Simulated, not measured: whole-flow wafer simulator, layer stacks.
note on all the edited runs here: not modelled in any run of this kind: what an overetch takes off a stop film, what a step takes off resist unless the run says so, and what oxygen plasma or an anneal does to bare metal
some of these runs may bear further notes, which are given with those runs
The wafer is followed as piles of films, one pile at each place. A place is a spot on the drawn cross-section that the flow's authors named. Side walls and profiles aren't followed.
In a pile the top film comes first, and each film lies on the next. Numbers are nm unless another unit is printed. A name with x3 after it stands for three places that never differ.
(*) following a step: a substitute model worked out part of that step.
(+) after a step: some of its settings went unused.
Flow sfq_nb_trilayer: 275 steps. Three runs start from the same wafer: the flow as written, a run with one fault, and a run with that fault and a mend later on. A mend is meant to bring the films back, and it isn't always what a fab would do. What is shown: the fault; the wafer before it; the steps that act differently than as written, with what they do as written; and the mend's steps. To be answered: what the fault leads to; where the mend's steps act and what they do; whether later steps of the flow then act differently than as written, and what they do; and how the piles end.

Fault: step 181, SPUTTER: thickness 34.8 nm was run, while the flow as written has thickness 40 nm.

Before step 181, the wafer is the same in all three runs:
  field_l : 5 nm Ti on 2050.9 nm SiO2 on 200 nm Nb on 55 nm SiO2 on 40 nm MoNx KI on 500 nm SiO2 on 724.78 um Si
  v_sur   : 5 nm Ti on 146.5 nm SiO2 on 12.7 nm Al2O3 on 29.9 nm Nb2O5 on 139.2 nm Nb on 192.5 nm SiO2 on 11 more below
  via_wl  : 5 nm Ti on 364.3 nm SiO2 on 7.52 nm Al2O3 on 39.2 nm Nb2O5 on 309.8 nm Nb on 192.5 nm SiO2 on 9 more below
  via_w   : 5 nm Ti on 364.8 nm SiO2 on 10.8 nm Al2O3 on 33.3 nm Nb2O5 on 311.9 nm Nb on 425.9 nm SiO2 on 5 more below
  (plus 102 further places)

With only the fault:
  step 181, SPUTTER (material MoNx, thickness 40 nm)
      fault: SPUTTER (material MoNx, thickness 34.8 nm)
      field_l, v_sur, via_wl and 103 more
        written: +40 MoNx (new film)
        fault: +34.8 MoNx (new film)
  Later steps of the flow acting differently than as written (not shown: 11 more steps that differ only slightly, by at most 2% or 0.5 nm, whichever is larger):
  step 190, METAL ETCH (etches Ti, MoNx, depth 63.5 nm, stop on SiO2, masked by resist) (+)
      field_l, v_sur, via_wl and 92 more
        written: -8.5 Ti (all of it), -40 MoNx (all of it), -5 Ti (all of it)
        fault: -8.5 Ti (all of it), -34.8 MoNx (all of it), -5 Ti (all of it)
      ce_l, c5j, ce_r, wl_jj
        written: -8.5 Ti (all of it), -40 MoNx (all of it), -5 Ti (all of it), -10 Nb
        fault: -8.5 Ti (all of it), -34.8 MoNx (all of it), -5 Ti (all of it), -15.2 Nb
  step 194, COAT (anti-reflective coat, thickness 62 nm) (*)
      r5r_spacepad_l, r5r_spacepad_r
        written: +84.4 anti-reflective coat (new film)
        fault: +82.1 anti-reflective coat (new film)
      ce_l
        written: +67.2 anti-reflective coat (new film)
        fault: +69.5 anti-reflective coat (new film)
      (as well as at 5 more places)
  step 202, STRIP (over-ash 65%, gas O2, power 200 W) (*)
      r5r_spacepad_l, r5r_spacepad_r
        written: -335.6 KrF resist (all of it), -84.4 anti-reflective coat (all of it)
        fault: -335.4 KrF resist (all of it), -82.1 anti-reflective coat (all of it)
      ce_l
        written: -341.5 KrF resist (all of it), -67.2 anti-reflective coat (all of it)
        fault: -342.9 KrF resist (all of it), -69.5 anti-reflective coat (all of it)
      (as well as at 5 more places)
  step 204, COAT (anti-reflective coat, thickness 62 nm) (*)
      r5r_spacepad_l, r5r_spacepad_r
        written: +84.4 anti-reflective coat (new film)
        fault: +82.1 anti-reflective coat (new film)
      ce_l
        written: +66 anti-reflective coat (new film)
        fault: +68.3 anti-reflective coat (new film)
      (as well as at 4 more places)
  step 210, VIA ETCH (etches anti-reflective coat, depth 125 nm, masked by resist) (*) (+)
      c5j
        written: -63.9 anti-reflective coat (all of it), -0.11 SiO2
        fault: -65.3 anti-reflective coat (all of it), -0.1 SiO2
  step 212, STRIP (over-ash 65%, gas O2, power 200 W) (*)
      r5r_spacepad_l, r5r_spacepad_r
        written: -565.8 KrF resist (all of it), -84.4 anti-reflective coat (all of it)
        fault: -565.2 KrF resist (all of it), -82.1 anti-reflective coat (all of it)
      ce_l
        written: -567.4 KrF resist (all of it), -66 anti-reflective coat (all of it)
        fault: -568.4 KrF resist (all of it), -68.3 anti-reflective coat (all of it)
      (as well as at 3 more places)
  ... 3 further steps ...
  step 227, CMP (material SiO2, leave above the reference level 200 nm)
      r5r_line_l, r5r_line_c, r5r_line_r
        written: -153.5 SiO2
        fault: -148.3 SiO2
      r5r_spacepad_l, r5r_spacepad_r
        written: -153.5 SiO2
        fault: -145.8 SiO2
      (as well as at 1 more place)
  By the end, the piles at ce_l, ce_r, be_r and 7 more depart from the flow's by more than 2% or 0.5 nm, whichever is larger.
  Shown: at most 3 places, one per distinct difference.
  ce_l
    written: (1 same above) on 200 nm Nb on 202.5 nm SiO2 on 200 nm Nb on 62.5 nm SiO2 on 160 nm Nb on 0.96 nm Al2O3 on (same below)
    fault: (1 same above) on 200 nm Nb on 207.7 nm SiO2 on 200 nm Nb on 62.5 nm SiO2 on 154.8 nm Nb on 0.96 nm Al2O3 on (same below)
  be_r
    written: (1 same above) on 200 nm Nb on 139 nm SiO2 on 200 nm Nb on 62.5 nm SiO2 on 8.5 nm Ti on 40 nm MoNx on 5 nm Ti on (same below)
    fault: (1 same above) on 200 nm Nb on 144.2 nm SiO2 on 200 nm Nb on 62.5 nm SiO2 on 8.5 nm Ti on 34.8 nm MoNx on 5 nm Ti on (same below)
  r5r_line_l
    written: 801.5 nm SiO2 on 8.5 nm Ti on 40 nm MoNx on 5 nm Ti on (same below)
    fault: 806.7 nm SiO2 on 8.5 nm Ti on 34.8 nm MoNx on 5 nm Ti on (same below)

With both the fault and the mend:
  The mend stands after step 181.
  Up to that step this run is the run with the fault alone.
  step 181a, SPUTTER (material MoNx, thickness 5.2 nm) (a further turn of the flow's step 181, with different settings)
      field_l, v_sur, via_wl and 103 more
        +5.2 MoNx
  None of the later steps of the flow acts differently than as written at any place that is followed.
  By the end, the piles equal the flow's at every place that both follow.
